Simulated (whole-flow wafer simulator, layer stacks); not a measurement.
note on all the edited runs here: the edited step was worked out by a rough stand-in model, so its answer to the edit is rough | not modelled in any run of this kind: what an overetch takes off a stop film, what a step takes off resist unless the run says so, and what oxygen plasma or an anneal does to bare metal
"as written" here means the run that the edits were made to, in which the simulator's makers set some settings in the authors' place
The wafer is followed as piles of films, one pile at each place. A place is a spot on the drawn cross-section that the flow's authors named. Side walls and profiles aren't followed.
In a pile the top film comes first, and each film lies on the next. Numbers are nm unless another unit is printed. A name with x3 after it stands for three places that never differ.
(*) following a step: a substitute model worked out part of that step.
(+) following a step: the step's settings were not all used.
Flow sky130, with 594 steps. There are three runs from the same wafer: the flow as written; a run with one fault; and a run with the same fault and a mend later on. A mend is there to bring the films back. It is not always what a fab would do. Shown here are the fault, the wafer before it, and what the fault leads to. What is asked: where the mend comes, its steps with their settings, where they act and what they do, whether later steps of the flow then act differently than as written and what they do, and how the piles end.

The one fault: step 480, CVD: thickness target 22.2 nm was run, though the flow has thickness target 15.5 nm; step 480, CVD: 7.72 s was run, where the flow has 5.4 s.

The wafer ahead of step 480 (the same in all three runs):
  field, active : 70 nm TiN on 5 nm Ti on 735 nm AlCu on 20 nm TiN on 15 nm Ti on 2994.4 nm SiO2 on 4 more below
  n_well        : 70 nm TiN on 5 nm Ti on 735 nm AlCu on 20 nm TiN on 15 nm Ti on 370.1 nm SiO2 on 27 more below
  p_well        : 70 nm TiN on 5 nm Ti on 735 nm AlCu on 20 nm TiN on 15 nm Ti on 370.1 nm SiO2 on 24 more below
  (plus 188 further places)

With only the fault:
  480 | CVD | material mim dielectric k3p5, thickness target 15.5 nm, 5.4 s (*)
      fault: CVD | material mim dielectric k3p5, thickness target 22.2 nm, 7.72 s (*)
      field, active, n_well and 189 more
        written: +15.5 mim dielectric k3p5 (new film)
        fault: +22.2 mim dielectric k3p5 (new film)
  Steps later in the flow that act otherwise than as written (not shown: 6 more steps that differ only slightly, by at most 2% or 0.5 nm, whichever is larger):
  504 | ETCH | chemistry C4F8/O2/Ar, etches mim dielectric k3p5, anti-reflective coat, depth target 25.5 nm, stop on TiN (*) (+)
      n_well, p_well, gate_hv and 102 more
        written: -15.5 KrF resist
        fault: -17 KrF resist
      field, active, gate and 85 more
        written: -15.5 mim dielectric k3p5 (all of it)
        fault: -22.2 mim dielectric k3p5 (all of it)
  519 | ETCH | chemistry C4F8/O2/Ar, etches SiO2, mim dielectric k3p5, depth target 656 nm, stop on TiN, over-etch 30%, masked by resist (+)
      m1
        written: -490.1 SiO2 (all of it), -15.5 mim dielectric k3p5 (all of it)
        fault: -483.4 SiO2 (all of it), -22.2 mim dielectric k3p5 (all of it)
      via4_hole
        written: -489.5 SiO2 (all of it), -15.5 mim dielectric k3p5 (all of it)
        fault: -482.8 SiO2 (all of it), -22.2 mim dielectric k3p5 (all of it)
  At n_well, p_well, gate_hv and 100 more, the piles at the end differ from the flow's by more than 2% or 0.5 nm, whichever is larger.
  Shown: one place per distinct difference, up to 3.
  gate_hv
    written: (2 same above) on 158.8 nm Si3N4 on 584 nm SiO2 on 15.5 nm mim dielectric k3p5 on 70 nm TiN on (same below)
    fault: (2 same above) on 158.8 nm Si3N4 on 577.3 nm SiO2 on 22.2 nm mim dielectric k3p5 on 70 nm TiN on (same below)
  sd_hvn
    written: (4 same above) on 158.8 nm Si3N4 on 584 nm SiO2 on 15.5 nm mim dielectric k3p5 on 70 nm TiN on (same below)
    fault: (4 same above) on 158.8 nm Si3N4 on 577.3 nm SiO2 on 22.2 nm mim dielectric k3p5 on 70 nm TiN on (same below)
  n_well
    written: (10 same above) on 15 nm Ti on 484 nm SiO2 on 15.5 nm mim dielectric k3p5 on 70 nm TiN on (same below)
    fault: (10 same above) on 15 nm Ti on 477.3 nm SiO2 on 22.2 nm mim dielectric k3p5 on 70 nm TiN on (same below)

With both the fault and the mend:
  After step 480 comes the mend.
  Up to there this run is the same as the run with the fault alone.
  480a | ETCH | chemistry C4F8/O2/Ar, etches mim dielectric k3p5, anti-reflective coat, depth target 6.7 nm (*) (a further turn of the flow's step 450, with different settings)
      field, active, n_well and 189 more
        -6.7 mim dielectric k3p5
  Every later step of the flow that is run acts as written at every place that is followed.
  At every place that both follow, the piles at the end match the flow's.
